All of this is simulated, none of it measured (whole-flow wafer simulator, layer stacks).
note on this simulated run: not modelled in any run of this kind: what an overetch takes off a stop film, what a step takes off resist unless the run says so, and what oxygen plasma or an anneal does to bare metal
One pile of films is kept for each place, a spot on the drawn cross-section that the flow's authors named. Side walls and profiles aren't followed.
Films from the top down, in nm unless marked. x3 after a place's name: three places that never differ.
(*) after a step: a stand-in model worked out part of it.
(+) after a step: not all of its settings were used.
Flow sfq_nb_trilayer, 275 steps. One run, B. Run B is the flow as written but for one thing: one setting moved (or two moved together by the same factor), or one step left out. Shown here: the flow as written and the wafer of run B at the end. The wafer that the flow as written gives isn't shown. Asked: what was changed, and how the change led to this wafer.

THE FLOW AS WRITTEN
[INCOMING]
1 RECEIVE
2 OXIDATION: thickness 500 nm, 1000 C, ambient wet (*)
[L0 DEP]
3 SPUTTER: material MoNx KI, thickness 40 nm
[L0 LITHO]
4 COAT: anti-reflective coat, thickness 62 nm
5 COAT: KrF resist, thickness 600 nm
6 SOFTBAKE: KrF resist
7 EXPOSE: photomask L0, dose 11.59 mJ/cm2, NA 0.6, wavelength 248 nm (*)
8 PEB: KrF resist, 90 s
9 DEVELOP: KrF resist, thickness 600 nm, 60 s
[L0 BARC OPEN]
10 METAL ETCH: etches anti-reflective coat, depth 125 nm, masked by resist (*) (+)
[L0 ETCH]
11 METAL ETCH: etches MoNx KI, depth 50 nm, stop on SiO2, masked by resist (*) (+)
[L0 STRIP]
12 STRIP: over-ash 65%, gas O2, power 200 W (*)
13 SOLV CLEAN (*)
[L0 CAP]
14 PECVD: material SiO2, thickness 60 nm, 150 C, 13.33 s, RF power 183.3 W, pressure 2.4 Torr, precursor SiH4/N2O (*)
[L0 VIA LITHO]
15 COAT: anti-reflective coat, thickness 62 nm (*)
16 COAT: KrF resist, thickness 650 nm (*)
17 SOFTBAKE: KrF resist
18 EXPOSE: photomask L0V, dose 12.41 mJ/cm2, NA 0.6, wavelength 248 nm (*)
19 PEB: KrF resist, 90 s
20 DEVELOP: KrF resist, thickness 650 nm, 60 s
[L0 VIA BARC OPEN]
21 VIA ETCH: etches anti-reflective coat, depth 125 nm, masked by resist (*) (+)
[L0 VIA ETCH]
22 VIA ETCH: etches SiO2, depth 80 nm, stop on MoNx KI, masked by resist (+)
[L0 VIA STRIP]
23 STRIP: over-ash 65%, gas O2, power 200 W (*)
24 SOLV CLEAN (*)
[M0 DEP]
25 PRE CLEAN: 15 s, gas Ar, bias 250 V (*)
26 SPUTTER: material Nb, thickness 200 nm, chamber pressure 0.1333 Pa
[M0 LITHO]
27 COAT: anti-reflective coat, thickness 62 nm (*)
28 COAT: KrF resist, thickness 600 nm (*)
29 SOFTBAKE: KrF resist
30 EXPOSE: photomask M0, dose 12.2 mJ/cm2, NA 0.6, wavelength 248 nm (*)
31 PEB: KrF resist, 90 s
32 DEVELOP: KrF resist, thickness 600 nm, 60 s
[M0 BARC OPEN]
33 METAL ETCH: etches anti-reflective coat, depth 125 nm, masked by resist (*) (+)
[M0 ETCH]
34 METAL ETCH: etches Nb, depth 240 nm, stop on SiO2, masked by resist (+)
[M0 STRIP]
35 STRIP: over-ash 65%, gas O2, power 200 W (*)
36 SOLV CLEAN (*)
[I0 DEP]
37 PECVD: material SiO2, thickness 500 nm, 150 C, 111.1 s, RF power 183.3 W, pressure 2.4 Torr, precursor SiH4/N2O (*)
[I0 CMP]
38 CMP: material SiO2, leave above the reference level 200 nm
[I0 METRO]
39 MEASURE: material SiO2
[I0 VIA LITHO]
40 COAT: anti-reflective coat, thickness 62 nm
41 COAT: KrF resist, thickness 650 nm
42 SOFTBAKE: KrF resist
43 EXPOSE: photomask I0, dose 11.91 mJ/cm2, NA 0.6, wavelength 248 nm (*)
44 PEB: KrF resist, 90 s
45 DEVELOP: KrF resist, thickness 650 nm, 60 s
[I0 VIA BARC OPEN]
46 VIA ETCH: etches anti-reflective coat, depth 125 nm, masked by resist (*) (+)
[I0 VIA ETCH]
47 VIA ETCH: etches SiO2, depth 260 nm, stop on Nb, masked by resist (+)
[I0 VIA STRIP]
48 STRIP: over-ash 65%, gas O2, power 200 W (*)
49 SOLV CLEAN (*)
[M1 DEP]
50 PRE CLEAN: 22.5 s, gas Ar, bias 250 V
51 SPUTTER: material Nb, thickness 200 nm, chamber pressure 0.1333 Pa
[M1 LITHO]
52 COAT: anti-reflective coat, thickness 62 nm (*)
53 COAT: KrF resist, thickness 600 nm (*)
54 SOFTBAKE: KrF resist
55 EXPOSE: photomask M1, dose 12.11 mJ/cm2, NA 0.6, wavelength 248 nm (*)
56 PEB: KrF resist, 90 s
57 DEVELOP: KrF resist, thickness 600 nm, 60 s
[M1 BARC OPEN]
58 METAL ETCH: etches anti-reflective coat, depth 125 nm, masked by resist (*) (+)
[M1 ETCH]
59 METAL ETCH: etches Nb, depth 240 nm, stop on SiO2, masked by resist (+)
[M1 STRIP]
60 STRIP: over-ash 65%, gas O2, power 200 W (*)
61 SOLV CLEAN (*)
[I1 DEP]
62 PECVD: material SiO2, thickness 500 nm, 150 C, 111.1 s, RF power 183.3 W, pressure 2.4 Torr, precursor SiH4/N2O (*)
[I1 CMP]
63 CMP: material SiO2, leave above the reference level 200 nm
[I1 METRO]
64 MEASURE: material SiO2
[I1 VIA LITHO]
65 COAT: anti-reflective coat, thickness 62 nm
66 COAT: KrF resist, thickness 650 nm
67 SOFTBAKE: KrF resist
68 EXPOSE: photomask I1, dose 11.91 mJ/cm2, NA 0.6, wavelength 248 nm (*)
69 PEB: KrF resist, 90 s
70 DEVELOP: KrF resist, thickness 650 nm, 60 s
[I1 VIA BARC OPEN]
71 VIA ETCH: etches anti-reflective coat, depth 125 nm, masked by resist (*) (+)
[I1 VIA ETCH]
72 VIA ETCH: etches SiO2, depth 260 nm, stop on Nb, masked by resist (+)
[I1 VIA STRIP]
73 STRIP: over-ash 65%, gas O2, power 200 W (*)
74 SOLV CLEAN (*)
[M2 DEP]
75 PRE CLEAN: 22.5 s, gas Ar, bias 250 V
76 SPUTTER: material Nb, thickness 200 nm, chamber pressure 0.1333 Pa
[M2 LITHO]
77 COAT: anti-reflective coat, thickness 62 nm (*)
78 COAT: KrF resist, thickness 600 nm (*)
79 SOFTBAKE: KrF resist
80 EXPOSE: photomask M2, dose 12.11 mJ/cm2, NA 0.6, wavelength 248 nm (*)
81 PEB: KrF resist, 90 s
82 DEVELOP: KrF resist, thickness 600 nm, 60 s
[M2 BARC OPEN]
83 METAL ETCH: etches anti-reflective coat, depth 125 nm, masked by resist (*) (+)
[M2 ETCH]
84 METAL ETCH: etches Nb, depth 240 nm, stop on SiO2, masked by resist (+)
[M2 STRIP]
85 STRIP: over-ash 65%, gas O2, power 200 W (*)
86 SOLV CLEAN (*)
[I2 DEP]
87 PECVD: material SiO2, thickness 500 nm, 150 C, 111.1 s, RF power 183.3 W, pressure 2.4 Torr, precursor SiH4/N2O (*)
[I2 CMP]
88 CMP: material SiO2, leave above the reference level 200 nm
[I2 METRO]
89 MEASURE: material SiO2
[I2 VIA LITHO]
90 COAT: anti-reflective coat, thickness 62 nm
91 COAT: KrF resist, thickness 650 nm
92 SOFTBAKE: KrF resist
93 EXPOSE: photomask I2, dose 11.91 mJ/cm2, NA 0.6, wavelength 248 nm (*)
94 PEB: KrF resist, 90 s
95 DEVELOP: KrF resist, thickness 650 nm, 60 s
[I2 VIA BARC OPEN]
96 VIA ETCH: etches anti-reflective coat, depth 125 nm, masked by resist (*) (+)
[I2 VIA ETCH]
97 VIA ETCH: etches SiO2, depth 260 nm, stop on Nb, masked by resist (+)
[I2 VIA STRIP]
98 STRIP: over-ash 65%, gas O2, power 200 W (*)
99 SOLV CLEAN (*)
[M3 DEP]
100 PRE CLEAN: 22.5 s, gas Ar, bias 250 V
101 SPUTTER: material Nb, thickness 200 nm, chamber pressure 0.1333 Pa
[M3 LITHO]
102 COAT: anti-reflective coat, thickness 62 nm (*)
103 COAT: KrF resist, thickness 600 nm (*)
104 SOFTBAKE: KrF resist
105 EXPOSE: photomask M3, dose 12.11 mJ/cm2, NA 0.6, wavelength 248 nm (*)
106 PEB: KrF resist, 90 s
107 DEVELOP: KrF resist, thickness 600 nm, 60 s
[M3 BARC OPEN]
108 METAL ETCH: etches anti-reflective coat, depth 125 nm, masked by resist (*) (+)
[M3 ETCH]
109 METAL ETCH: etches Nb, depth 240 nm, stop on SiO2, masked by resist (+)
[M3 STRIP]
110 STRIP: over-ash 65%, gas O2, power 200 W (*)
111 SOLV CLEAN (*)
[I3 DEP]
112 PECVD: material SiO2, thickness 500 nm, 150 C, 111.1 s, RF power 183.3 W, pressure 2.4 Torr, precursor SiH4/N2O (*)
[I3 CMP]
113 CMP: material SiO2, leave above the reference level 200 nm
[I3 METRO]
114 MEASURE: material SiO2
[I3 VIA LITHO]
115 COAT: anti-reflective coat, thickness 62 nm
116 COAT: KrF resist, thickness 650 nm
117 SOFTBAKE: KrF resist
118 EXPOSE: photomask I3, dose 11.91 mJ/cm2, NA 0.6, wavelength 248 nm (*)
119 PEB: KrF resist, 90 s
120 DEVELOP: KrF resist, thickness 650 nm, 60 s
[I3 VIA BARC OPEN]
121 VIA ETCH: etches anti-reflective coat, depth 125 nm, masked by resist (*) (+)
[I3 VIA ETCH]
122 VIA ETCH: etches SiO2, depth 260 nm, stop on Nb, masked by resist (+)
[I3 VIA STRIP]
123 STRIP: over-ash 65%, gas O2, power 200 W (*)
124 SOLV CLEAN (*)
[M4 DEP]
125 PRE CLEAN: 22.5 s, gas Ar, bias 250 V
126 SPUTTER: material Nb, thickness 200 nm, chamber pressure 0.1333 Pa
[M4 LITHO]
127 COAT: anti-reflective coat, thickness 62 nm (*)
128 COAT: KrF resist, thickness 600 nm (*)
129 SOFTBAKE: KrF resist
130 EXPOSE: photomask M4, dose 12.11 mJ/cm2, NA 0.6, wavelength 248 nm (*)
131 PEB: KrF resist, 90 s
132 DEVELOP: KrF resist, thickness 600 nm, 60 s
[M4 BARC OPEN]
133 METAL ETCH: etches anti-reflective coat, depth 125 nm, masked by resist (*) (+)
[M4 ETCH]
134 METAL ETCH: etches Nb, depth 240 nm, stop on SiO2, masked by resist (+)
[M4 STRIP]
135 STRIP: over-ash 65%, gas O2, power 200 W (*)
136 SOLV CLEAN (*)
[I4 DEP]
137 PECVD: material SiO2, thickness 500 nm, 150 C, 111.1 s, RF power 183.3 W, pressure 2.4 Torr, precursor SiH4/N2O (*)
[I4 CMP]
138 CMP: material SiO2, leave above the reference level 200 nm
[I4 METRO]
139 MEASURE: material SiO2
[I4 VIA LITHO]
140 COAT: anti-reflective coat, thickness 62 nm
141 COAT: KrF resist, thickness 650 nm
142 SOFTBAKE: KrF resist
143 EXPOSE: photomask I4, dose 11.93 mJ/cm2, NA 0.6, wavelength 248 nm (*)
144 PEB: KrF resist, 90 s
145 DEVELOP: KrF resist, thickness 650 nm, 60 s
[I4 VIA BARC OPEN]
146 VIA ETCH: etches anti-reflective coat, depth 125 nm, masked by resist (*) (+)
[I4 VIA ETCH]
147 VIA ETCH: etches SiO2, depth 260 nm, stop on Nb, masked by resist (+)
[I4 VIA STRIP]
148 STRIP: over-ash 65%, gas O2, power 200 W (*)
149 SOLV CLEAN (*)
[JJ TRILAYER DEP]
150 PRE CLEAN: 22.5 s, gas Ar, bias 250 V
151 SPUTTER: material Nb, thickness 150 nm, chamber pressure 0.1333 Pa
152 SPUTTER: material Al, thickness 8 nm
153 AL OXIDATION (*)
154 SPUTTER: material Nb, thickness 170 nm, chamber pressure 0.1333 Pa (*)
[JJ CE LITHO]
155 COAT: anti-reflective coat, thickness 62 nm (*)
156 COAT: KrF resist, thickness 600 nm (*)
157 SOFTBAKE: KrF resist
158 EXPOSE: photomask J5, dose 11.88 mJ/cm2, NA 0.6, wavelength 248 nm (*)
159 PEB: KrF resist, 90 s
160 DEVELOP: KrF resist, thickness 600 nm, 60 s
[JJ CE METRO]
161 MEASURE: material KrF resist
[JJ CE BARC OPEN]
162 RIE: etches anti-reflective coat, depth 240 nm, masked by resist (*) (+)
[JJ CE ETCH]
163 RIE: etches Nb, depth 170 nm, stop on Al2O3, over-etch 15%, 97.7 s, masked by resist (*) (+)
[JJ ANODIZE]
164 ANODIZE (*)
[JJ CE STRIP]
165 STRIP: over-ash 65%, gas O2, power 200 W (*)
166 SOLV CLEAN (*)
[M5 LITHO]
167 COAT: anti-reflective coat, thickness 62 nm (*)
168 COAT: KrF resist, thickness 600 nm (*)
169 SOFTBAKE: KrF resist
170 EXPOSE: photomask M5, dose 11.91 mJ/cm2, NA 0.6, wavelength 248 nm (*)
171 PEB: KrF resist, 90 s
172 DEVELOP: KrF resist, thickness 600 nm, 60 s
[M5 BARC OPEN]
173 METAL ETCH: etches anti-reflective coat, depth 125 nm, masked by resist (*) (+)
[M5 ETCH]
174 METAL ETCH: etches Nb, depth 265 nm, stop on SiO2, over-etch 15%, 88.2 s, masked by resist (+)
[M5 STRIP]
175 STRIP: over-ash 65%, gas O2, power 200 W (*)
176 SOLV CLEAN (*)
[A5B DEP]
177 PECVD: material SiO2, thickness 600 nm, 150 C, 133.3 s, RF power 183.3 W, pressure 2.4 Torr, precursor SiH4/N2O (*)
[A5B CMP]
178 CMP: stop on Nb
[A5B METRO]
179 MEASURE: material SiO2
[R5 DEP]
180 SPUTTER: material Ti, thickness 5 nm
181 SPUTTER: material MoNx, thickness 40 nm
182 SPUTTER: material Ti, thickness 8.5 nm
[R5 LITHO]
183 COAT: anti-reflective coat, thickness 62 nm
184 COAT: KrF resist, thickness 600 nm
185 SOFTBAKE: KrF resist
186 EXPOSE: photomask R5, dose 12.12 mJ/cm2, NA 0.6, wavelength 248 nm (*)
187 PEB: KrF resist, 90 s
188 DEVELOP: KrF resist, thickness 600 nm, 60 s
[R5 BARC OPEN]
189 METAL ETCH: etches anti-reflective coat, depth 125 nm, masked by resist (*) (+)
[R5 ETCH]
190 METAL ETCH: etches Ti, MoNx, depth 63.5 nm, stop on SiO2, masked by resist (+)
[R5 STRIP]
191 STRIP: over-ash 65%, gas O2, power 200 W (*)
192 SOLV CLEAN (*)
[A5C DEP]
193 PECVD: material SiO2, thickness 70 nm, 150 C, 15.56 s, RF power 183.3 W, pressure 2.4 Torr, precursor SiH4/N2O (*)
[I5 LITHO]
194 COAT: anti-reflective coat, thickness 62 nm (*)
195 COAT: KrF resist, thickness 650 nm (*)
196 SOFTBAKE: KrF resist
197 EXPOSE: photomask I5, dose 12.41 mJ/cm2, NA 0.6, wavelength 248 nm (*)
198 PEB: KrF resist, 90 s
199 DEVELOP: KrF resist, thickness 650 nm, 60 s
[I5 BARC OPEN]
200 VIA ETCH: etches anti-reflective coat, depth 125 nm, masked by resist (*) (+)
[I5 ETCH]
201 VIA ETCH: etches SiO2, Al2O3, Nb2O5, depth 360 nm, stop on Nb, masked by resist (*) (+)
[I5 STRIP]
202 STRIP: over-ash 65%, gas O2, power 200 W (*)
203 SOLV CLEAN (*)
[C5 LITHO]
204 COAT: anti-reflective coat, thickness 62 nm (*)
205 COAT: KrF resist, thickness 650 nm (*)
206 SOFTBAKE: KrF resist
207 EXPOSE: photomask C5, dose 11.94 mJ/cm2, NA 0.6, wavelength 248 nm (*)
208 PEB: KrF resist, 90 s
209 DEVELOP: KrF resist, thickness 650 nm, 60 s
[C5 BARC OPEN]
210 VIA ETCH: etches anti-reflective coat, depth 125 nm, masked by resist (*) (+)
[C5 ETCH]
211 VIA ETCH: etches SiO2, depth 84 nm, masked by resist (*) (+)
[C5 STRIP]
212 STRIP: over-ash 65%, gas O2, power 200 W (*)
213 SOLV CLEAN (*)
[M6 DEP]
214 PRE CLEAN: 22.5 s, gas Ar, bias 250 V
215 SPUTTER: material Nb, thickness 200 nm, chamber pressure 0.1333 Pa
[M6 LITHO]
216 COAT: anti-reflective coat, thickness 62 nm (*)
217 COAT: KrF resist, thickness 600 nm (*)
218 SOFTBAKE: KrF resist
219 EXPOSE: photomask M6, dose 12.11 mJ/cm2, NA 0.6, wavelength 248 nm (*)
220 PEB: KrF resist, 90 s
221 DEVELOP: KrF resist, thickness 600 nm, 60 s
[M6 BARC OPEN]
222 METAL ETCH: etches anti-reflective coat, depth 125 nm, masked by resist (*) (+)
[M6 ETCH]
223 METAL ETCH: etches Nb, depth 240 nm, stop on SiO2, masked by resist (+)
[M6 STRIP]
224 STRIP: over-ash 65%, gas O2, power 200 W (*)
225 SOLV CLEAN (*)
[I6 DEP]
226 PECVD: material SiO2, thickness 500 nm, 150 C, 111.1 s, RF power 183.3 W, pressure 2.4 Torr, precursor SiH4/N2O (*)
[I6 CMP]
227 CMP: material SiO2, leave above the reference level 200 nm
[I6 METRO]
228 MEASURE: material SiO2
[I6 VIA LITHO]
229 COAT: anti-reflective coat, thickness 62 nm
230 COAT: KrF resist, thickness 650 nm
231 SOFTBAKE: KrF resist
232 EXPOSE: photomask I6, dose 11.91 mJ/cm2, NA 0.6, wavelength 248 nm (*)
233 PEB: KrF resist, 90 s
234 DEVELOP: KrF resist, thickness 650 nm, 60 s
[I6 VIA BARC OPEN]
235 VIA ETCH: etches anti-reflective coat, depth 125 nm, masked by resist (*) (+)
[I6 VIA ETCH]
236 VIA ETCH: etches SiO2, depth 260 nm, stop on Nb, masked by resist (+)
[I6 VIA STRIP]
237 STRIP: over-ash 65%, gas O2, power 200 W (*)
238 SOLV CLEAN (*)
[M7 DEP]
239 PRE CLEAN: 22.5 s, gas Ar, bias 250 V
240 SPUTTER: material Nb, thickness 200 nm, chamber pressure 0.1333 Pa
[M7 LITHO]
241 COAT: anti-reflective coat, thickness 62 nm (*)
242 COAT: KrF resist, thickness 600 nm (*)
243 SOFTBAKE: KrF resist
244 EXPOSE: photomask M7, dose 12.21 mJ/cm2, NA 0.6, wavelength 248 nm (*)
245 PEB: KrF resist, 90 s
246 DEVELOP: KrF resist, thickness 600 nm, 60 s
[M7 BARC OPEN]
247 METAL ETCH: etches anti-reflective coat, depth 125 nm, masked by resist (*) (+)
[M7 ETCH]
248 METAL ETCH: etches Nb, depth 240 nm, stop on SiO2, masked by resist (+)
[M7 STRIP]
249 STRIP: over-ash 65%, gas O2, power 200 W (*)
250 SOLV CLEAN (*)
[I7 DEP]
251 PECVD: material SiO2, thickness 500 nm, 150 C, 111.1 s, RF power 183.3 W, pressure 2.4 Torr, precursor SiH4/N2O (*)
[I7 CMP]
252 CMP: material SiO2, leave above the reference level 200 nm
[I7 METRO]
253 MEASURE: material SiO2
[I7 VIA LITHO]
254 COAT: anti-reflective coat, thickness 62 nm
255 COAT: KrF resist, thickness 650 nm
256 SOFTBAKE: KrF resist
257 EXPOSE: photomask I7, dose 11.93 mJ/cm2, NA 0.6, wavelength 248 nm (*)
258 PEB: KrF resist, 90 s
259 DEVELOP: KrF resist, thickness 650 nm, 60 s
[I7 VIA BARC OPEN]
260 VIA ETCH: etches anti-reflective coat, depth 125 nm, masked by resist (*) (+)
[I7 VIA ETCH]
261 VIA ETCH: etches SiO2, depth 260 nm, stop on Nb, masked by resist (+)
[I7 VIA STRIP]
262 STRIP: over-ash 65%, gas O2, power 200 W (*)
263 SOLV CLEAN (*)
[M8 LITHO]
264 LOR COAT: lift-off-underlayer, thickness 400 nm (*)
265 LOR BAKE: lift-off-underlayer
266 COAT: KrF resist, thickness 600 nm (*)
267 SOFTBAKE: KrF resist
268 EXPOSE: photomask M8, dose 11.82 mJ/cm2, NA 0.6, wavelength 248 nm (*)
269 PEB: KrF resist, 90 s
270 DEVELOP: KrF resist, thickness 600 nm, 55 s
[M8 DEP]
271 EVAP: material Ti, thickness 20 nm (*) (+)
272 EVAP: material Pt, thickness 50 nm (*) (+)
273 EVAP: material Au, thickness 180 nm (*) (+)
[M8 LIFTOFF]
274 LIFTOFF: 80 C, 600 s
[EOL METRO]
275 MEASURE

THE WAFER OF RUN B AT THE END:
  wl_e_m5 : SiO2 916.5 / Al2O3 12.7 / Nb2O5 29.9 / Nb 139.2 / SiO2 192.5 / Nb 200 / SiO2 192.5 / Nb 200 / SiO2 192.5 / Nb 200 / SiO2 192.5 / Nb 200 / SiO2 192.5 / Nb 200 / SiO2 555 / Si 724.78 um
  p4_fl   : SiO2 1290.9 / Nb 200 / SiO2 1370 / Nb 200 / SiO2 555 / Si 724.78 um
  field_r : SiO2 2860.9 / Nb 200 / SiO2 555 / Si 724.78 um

The cause: step 215, SPUTTER: thickness 115 nm was run, where the flow has thickness 200 nm.

How the change led to this, step by step:
  215 SPUTTER: material Nb, thickness 200 nm, chamber pressure 0.1333 Pa
      field_l, v_sur, via_wl and 100 more: Nb +115 (new film) (as written it would be: Nb +200 (new film))
      be: Nb +85.2 (as written it would be: Nb +147.3)
      (and at 2 more places)
  216 COAT: anti-reflective coat, thickness 62 nm (*)
      be: anti-reflective coat +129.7 (new film) (as written it would be: anti-reflective coat +136.7 (new film))
      c5j: anti-reflective coat +107.7 (new film) (as written it would be: anti-reflective coat +110.7 (new film))
  223 METAL ETCH: etches Nb, depth 240 nm, stop on SiO2, masked by resist (+)
      field_l, gap, moat and 76 more: Nb -115 (all of it) (as written it would be: Nb -200 (all of it))
      v_sur, via_wl, via_w and 24 more: KrF resist -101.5 (as written it would be: KrF resist -141.2)
  224 STRIP: over-ash 65%, gas O2, power 200 W (*)
      wl_j_sl, wl_j_sr: KrF resist -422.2 (all of it), anti-reflective coat -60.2 (all of it) (as written it would be: KrF resist -382.5 (all of it), anti-reflective coat -60.2 (all of it))
      wl_c_m6, wl_f_m6: KrF resist -422 (all of it), anti-reflective coat -62 (all of it) (as written it would be: KrF resist -382.3 (all of it), anti-reflective coat -62 (all of it))
      (and at 23 more places)
  226 PECVD: material SiO2, thickness 500 nm, 150 C, 111.1 s, RF power 183.3 W, pressure 2.4 Torr, precursor SiH4/N2O (*)
      gap, wl_a_sl, m6r_space_l x2: SiO2 +500 (as written it would be: SiO2 +557.1)
      be: SiO2 +661 (new film) (as written it would be: SiO2 +693.5 (new film))
  227 CMP: material SiO2, leave above the reference level 200 nm
      field_l, p4_fl, p4_fm and 59 more: SiO2 -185 (as written it would be: SiO2 -100)
      moat, field_r, lsp_l, ln_m5, lsp_m: SiO2 -185 (as written it would be: SiO2 -93.6)
      (and at 13 more places)
